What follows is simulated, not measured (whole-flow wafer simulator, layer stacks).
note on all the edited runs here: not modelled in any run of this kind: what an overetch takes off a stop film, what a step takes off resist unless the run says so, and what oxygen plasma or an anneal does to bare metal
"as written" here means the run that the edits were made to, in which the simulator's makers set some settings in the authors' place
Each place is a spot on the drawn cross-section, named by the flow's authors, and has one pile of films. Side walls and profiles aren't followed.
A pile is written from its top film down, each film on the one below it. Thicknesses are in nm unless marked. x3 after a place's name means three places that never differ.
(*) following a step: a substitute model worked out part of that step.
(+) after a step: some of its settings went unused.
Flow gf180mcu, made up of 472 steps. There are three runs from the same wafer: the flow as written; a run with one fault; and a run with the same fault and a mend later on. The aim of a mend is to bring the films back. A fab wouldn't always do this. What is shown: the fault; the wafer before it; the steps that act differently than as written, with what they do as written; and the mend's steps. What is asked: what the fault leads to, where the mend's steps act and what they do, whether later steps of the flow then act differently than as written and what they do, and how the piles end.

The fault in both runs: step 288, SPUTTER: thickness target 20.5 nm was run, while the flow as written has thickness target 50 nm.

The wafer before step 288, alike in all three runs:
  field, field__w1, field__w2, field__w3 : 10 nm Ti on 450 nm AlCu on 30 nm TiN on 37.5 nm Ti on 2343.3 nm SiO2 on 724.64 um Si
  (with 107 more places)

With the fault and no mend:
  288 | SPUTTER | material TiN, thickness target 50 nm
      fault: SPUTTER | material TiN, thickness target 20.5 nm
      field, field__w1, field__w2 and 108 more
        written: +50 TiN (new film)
        fault: +20.5 TiN (new film)
  Later steps of the flow acting differently than as written (2 more steps, not shown, differ only slightly: by at most 2% or 0.5 nm, whichever is larger):
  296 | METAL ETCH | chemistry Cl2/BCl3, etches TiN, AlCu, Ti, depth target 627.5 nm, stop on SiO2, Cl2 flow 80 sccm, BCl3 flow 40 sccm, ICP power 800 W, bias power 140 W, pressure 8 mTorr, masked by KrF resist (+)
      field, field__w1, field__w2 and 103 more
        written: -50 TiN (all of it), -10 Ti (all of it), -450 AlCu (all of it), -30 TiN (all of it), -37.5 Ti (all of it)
        fault: -20.5 TiN (all of it), -10 Ti (all of it), -450 AlCu (all of it), -30 TiN (all of it), -37.5 Ti (all of it)
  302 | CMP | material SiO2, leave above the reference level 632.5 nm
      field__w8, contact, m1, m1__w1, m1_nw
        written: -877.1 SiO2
        fault: -847.6 SiO2
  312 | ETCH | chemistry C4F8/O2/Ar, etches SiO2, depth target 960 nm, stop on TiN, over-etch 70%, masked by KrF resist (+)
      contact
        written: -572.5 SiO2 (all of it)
        fault: -602 SiO2 (all of it)
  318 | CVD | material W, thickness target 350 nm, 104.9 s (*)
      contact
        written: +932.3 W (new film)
        fault: +962.1 W (new film)
  At field__w8, contact, m1, m1__w1, m1_nw, the piles at the end differ from the flow's by more than 2% or 0.5 nm, whichever is larger.
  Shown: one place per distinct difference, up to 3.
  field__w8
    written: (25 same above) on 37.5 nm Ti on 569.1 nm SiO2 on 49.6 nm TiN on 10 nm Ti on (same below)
    fault: (25 same above) on 37.5 nm Ti on 598.6 nm SiO2 on 20.1 nm TiN on 10 nm Ti on (same below)
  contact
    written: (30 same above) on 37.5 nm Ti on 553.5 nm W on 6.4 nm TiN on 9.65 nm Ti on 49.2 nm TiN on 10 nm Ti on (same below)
    fault: (30 same above) on 37.5 nm Ti on 583.3 nm W on 6.29 nm TiN on 9.49 nm Ti on 19.7 nm TiN on 10 nm Ti on (same below)

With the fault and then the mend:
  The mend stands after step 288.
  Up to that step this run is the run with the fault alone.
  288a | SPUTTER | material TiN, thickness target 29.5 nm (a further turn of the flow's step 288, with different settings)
      field, field__w1, field__w2 and 108 more
        +29.5 TiN
  Later steps of the flow that are run all act as written at every place that is followed.
  At every place that both follow, the piles at the end match the flow's.
